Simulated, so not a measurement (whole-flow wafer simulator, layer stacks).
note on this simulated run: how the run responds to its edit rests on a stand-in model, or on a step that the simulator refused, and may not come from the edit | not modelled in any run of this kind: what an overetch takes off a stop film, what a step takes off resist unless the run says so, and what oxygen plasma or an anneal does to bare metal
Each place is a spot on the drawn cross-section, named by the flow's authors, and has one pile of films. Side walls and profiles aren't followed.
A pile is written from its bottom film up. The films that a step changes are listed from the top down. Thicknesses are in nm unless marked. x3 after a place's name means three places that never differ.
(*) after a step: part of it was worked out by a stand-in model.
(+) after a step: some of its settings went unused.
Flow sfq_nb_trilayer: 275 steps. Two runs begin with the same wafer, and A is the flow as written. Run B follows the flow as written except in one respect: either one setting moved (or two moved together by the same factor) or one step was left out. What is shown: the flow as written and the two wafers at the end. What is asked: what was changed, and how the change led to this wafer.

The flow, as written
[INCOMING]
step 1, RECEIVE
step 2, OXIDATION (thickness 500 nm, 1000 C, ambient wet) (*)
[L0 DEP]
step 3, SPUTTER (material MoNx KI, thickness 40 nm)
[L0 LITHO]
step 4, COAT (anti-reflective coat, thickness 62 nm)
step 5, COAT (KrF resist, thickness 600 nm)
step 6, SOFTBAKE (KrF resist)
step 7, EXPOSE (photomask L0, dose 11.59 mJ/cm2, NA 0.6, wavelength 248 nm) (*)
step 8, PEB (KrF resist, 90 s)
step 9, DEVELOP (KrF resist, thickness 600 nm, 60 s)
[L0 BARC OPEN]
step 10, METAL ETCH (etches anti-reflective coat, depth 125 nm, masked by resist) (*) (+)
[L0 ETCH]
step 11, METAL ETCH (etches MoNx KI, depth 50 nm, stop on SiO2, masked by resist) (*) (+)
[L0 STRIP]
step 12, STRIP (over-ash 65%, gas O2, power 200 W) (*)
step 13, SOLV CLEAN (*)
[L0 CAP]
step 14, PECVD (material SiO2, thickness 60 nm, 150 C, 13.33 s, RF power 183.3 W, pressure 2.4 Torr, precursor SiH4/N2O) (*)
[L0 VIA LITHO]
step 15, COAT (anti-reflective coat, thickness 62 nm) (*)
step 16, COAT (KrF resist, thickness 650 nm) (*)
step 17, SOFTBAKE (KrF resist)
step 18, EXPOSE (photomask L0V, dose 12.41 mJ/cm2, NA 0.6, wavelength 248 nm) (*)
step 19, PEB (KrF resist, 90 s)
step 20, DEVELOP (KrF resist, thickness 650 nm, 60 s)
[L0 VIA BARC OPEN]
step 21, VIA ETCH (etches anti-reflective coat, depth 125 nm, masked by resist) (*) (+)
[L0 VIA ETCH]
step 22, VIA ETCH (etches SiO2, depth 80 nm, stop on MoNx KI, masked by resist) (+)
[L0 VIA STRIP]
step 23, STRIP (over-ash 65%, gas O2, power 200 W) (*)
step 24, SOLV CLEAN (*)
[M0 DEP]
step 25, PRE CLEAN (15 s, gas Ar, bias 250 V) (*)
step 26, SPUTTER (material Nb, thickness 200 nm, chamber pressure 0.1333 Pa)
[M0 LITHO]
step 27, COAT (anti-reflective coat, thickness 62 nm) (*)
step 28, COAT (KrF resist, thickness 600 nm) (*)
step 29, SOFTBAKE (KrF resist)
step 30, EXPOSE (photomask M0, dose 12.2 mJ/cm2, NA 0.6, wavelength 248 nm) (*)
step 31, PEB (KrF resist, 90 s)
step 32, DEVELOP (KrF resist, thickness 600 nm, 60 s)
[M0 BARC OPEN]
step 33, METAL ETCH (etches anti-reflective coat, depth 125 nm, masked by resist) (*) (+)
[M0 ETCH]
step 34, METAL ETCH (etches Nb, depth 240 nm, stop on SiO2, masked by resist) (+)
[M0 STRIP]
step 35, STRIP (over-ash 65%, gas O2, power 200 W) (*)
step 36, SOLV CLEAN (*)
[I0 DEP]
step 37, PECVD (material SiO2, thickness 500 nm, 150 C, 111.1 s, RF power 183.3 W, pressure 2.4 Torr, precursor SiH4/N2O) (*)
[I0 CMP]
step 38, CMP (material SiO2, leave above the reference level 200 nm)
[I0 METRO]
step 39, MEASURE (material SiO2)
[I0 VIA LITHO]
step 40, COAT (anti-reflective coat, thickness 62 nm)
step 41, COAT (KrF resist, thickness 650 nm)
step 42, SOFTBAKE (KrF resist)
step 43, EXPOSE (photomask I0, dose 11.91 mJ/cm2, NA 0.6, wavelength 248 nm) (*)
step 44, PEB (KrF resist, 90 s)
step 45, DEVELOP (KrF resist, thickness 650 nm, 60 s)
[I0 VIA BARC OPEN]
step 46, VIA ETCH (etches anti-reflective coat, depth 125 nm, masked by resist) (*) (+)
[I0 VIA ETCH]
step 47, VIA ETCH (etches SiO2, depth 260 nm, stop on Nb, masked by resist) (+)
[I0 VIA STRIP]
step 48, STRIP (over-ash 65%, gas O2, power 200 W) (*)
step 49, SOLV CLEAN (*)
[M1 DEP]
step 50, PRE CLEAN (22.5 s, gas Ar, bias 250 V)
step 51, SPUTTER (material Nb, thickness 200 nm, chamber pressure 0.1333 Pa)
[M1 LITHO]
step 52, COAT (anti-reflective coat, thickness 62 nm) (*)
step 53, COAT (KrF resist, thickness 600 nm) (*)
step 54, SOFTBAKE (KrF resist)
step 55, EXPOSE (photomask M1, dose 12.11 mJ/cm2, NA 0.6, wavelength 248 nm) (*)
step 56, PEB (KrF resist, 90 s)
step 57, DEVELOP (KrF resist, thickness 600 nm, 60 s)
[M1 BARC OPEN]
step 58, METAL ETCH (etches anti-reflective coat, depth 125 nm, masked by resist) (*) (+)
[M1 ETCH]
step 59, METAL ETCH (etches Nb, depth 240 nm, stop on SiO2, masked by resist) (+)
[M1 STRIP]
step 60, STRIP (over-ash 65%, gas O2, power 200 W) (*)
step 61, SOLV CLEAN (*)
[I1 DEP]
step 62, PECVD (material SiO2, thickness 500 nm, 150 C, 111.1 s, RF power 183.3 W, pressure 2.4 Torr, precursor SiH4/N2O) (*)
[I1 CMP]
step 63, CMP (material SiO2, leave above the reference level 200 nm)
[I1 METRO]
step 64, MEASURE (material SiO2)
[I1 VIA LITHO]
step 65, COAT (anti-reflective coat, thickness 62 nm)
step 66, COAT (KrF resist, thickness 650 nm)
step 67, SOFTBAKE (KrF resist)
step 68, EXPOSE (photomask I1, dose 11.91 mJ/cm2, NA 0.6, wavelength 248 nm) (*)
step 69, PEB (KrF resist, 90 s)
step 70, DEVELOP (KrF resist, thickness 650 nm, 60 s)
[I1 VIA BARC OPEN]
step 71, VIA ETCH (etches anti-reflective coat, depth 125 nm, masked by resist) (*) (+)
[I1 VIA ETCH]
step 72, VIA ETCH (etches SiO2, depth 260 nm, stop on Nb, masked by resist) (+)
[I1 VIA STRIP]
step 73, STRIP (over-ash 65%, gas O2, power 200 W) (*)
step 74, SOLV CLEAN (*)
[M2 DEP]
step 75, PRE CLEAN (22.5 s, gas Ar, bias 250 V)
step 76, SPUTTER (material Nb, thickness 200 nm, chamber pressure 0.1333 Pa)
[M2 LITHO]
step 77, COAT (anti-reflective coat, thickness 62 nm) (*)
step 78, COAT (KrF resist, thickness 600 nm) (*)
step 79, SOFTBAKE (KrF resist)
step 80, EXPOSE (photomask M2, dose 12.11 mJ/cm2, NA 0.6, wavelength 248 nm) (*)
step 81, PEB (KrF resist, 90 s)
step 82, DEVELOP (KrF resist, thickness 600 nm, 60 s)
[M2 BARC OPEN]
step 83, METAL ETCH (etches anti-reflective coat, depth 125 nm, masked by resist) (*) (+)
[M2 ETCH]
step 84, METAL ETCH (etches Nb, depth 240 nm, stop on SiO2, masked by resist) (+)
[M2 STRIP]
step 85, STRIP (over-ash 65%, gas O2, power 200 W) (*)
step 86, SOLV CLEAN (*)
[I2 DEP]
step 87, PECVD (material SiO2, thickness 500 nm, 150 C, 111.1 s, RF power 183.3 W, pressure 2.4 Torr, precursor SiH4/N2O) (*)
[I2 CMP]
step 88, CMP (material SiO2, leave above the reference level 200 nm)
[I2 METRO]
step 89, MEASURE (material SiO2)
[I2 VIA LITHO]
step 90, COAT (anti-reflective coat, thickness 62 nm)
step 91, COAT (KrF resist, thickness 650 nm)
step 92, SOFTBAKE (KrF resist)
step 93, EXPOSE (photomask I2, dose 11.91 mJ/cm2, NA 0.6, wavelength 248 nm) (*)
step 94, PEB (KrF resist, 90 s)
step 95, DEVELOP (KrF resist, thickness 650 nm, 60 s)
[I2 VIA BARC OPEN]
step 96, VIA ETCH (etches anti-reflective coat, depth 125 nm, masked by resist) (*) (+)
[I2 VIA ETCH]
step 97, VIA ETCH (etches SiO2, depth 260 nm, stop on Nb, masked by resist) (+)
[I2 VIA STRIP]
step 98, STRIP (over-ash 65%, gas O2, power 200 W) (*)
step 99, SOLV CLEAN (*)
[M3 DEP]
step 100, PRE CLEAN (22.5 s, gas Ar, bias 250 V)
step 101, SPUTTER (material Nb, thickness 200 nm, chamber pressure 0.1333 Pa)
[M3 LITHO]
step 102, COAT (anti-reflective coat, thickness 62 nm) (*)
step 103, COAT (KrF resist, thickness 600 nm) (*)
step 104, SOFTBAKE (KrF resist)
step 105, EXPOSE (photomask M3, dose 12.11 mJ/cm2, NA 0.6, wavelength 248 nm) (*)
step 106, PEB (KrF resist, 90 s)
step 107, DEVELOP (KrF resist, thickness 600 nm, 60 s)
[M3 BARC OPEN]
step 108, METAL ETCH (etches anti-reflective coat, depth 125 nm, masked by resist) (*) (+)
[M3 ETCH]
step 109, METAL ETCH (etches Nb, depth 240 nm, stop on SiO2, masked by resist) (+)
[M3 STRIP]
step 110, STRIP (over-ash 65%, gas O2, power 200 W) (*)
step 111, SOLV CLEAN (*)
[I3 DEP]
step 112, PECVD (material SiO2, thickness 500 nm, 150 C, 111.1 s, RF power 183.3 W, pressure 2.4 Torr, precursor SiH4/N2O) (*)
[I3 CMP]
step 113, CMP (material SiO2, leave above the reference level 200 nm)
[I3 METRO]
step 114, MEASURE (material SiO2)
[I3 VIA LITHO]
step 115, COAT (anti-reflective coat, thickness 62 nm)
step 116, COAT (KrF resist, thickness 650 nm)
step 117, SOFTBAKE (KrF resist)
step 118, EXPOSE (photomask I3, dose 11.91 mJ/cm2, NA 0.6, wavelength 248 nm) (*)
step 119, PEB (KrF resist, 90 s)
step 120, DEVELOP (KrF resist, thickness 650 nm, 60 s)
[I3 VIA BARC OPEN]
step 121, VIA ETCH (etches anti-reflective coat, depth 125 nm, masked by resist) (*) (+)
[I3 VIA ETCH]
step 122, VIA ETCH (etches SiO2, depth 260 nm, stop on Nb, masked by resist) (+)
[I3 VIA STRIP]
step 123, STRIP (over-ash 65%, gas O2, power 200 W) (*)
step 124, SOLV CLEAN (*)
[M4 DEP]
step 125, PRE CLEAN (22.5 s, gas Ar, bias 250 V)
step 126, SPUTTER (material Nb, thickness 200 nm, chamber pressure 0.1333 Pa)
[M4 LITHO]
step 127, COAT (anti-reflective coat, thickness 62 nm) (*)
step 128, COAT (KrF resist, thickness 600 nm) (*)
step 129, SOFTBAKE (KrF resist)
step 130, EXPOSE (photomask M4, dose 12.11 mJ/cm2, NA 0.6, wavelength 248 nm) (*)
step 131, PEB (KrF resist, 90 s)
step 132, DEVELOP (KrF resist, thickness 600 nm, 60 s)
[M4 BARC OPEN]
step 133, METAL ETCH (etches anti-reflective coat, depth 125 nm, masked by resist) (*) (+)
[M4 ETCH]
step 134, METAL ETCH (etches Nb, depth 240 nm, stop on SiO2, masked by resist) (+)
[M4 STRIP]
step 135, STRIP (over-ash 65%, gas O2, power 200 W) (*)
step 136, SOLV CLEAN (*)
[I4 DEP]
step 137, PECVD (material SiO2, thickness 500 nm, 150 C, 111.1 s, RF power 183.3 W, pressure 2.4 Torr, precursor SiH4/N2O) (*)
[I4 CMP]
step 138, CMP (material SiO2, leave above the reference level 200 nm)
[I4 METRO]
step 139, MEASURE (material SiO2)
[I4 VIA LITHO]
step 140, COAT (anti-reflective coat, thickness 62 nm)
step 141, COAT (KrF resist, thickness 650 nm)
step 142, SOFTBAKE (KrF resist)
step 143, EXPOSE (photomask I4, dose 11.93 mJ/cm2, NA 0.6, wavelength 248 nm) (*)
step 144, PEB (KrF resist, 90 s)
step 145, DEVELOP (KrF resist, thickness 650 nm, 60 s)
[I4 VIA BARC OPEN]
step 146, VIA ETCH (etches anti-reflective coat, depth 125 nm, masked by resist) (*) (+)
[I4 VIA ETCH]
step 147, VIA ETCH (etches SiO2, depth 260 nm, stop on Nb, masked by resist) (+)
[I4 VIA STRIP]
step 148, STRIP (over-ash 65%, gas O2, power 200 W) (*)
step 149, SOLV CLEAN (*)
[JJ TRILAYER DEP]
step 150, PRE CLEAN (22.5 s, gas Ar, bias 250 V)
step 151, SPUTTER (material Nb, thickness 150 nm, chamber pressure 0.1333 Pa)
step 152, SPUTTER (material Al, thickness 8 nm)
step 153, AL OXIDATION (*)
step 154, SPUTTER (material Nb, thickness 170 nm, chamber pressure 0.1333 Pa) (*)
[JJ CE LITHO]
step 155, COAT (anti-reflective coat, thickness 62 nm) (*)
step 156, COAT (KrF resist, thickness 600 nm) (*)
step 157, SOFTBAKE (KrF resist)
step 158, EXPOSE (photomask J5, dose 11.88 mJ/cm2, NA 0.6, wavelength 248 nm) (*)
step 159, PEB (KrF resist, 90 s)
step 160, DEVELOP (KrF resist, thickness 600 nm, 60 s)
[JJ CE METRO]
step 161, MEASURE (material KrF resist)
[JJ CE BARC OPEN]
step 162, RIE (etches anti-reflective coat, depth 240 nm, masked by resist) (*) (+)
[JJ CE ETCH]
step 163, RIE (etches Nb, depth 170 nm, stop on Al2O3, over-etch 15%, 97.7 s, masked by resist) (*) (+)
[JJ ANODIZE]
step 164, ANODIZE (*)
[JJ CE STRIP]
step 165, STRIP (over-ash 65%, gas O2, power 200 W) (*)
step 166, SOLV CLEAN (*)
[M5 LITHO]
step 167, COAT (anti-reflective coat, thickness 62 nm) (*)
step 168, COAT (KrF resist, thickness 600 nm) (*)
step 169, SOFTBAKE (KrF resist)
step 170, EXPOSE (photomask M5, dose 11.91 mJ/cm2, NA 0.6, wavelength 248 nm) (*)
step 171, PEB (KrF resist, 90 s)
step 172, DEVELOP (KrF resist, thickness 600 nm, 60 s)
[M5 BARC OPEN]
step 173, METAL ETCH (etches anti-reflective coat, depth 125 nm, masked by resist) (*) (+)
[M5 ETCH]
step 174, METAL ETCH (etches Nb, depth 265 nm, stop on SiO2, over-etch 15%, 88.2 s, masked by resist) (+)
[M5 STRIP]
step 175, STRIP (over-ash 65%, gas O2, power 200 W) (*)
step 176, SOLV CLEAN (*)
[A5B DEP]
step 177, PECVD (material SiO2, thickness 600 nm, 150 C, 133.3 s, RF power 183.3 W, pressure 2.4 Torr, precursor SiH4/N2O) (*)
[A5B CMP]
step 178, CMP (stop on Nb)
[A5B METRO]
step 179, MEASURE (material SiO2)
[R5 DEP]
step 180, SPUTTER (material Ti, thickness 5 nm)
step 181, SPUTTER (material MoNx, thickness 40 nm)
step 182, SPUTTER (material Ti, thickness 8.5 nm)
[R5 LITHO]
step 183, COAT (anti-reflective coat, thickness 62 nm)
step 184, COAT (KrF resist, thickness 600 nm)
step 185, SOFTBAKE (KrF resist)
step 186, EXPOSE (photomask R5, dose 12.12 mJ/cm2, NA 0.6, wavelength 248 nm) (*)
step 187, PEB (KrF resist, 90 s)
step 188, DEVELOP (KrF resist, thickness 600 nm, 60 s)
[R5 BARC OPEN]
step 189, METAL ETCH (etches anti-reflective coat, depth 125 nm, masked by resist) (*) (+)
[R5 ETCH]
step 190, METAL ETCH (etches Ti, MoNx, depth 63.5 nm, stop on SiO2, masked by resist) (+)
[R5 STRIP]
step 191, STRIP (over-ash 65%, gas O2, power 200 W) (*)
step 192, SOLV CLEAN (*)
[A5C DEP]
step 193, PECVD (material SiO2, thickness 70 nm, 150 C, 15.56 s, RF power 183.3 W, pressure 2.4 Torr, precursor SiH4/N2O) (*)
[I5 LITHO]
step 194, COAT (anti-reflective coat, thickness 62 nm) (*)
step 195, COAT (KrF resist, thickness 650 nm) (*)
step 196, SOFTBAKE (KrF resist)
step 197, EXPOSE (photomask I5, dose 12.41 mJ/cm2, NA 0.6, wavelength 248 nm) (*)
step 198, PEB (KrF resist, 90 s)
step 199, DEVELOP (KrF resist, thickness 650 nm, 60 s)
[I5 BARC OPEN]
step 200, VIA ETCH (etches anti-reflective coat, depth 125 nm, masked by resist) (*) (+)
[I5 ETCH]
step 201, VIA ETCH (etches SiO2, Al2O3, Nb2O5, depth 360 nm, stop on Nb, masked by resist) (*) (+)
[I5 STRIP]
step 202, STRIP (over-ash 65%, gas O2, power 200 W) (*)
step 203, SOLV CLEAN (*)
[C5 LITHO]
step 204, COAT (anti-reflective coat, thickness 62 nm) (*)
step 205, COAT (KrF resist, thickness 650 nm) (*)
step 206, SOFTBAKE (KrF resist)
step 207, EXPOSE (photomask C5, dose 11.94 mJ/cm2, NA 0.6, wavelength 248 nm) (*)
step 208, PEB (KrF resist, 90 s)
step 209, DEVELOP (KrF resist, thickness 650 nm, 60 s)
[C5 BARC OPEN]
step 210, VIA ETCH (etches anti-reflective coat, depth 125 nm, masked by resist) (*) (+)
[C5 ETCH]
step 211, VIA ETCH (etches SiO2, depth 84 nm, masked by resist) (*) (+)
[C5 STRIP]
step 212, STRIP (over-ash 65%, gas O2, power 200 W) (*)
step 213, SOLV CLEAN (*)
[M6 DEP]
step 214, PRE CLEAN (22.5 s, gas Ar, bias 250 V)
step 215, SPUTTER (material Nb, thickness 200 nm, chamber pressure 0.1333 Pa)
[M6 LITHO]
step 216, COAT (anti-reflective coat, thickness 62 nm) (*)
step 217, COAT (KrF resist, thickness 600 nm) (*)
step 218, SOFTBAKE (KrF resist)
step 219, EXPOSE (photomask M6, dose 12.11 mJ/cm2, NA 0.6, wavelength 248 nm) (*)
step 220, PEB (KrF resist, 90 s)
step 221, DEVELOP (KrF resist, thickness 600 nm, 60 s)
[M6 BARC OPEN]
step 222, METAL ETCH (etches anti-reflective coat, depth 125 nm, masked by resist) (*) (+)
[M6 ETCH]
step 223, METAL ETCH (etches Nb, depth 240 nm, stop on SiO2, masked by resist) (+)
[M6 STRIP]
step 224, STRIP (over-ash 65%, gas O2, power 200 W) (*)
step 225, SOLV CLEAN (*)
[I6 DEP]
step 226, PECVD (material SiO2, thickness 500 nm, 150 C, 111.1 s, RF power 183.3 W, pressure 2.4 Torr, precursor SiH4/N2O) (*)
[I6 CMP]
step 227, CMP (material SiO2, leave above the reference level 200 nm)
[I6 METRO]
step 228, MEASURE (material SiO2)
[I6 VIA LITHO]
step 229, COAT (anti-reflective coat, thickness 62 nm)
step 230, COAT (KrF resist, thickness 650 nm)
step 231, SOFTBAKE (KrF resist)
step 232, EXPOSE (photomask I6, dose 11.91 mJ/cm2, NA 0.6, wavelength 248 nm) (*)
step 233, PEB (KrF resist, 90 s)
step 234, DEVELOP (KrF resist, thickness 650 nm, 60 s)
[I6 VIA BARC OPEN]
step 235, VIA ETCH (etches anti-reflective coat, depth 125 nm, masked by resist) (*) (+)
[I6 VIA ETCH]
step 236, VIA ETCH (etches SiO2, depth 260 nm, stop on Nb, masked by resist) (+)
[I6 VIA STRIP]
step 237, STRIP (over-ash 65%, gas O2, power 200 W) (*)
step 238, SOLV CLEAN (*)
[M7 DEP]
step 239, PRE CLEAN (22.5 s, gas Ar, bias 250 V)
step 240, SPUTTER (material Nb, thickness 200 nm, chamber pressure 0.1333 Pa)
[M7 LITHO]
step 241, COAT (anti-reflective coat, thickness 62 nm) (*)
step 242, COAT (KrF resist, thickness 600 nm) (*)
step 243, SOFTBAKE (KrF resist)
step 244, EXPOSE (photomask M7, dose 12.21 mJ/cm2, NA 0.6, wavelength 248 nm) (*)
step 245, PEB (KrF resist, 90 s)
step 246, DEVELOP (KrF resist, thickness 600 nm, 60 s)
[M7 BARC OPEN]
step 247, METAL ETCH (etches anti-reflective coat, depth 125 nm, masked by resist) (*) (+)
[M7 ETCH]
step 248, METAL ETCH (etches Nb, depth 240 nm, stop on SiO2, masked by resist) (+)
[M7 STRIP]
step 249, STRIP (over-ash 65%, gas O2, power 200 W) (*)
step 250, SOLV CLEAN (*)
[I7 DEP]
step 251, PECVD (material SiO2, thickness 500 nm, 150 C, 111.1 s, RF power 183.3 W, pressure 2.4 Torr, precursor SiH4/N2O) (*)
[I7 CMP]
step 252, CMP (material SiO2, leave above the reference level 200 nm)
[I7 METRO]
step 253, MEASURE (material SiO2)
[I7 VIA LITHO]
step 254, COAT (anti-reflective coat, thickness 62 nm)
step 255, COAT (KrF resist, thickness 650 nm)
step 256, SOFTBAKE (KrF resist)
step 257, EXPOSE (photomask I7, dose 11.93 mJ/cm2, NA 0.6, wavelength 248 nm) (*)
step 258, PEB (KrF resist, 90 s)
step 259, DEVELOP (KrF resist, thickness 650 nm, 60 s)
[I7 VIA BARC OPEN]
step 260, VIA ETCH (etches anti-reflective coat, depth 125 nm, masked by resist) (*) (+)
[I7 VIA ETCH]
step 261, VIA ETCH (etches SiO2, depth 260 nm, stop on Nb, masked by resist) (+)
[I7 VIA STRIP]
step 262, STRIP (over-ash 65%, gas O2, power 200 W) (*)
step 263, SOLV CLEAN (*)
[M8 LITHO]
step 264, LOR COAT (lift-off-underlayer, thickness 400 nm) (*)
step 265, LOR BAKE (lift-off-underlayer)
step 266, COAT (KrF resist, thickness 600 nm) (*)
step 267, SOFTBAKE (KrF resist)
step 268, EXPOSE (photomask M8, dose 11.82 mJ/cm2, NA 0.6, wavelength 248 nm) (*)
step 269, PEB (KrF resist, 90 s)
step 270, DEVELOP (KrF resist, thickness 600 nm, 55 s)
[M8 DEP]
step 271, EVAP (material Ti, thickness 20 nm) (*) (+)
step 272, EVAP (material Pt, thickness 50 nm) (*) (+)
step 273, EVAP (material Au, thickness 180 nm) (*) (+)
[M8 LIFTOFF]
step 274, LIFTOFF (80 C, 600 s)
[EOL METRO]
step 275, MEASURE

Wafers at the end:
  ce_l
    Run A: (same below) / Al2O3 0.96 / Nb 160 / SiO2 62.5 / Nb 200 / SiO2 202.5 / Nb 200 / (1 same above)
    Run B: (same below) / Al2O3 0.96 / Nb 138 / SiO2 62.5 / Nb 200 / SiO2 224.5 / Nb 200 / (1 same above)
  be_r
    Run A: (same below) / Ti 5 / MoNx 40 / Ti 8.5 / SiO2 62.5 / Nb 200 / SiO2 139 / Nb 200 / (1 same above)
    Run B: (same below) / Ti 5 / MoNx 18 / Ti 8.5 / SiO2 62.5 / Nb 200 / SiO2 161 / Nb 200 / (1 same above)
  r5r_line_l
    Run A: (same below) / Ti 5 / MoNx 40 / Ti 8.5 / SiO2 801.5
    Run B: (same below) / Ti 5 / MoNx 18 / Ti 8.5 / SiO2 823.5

The reason: step 181, SPUTTER: thickness 18 nm was run, while the flow as written has thickness 40 nm.
The wafer lets one read it off: be_r has MoNx 18, and step 181 as written asks for 40 nm.

The path from the change to this, step by step:
  step 181, SPUTTER (material MoNx, thickness 40 nm)
      field_l, v_sur, via_wl and 103 more: A MoNx gains 40 (new film) | B MoNx gains 18 (new film)
  step 190, METAL ETCH (etches Ti, MoNx, depth 63.5 nm, stop on SiO2, masked by resist) (+)
      field_l, v_sur, via_wl and 92 more: A Ti loses 8.5 (all of it), MoNx loses 40 (all of it), Ti loses 5 (all of it) | B Ti loses 8.5 (all of it), MoNx loses 18 (all of it), Ti loses 5 (all of it)
      ce_l, c5j, ce_r, wl_jj: A Ti loses 8.5 (all of it), MoNx loses 40 (all of it), Ti loses 5 (all of it), Nb loses 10 | B Ti loses 8.5 (all of it), MoNx loses 18 (all of it), Ti loses 5 (all of it), Nb loses 32
  step 194, COAT (anti-reflective coat, thickness 62 nm) (*)
      wl_j_sl, wl_j_sr: A anti-reflective coat gains 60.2 (new film) | B anti-reflective coat gains 56.7 (new film)
      r5r_spacepad_l, r5r_spacepad_r: A anti-reflective coat gains 84.4 (new film) | B anti-reflective coat gains 74.9 (new film)
      (as well as at 15 more places)
  step 202, STRIP (over-ash 65%, gas O2, power 200 W) (*)
      wl_j_sl, wl_j_sr: A KrF resist loses 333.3 (all of it), anti-reflective coat loses 60.2 (all of it) | B KrF resist loses 333.4 (all of it), anti-reflective coat loses 56.7 (all of it)
      r5r_spacepad_l, r5r_spacepad_r: A KrF resist loses 335.6 (all of it), anti-reflective coat loses 84.4 (all of it) | B KrF resist loses 334.8 (all of it), anti-reflective coat loses 74.9 (all of it)
      (as well as at 15 more places)
  step 204, COAT (anti-reflective coat, thickness 62 nm) (*)
      wl_j_sl, wl_j_sr: A anti-reflective coat gains 60.2 (new film) | B anti-reflective coat gains 56.7 (new film)
      r5r_spacepad_l, r5r_spacepad_r: A anti-reflective coat gains 84.4 (new film) | B anti-reflective coat gains 74.9 (new film)
      (as well as at 15 more places)
  step 210, VIA ETCH (etches anti-reflective coat, depth 125 nm, masked by resist) (*) (+)
      field_l, v_sur, via_wl and 101 more: A KrF resist loses 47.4 | B KrF resist loses 48.9
      c5j: A anti-reflective coat loses 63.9 (all of it), SiO2 loses 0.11 | B anti-reflective coat loses 69.9 (all of it), SiO2 loses 0.09
      (as well as at 1 more place)
  step 212, STRIP (over-ash 65%, gas O2, power 200 W) (*)
      wl_j_sl, wl_j_sr: A KrF resist loses 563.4 (all of it), anti-reflective coat loses 60.2 (all of it) | B KrF resist loses 561.8 (all of it), anti-reflective coat loses 56.7 (all of it)
      r5r_spacepad_l, r5r_spacepad_r: A KrF resist loses 565.8 (all of it), anti-reflective coat loses 84.4 (all of it) | B KrF resist loses 563.2 (all of it), anti-reflective coat loses 74.9 (all of it)
      (as well as at 13 more places)
  step 216, COAT (anti-reflective coat, thickness 62 nm) (*)
      r5r_line_l, r5r_line_c, r5r_line_r: A anti-reflective coat gains 50 (new film) | B anti-reflective coat gains 53.9 (new film)
      wl_j_sl, wl_j_sr: A anti-reflective coat gains 60.2 (new film) | B anti-reflective coat gains 56.8 (new film)
      (as well as at 14 more places)
  step 222, METAL ETCH (etches anti-reflective coat, depth 125 nm, masked by resist) (*) (+)
      r5r_line_l, r5r_line_c, r5r_line_r: A anti-reflective coat loses 50 (all of it) | B anti-reflective coat loses 53.9 (all of it)
      r5r_spacepad_l, r5r_spacepad_r: A anti-reflective coat loses 85.7 (all of it) | B anti-reflective coat loses 75.3 (all of it)
      (as well as at 2 more places)
  step 224, STRIP (over-ash 65%, gas O2, power 200 W) (*)
      wl_j_sl, wl_j_sr: A KrF resist loses 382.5 (all of it), anti-reflective coat loses 60.2 (all of it) | B KrF resist loses 382.3 (all of it), anti-reflective coat loses 56.8 (all of it)
      jj_sur: A KrF resist loses 378.5 (all of it), anti-reflective coat loses 56.1 (all of it) | B KrF resist loses 377 (all of it), anti-reflective coat loses 52.3 (all of it)
      (as well as at 9 more places)
  step 226, PECVD (material SiO2, thickness 500 nm, 150 C, 111.1 s, RF power 183.3 W, pressure 2.4 Torr, precursor SiH4/N2O) (*)
      r5r_spacepad_l, r5r_spacepad_r: A SiO2 gains 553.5 | B SiO2 gains 529
  step 227, CMP (material SiO2, leave above the reference level 200 nm)
      ce_l, ce_r, wl_jj: A SiO2 loses 290 | B SiO2 loses 268
      be_r, r_sur, r_end: A SiO2 loses 353.5 | B SiO2 loses 331.5
      (as well as at 7 more places)
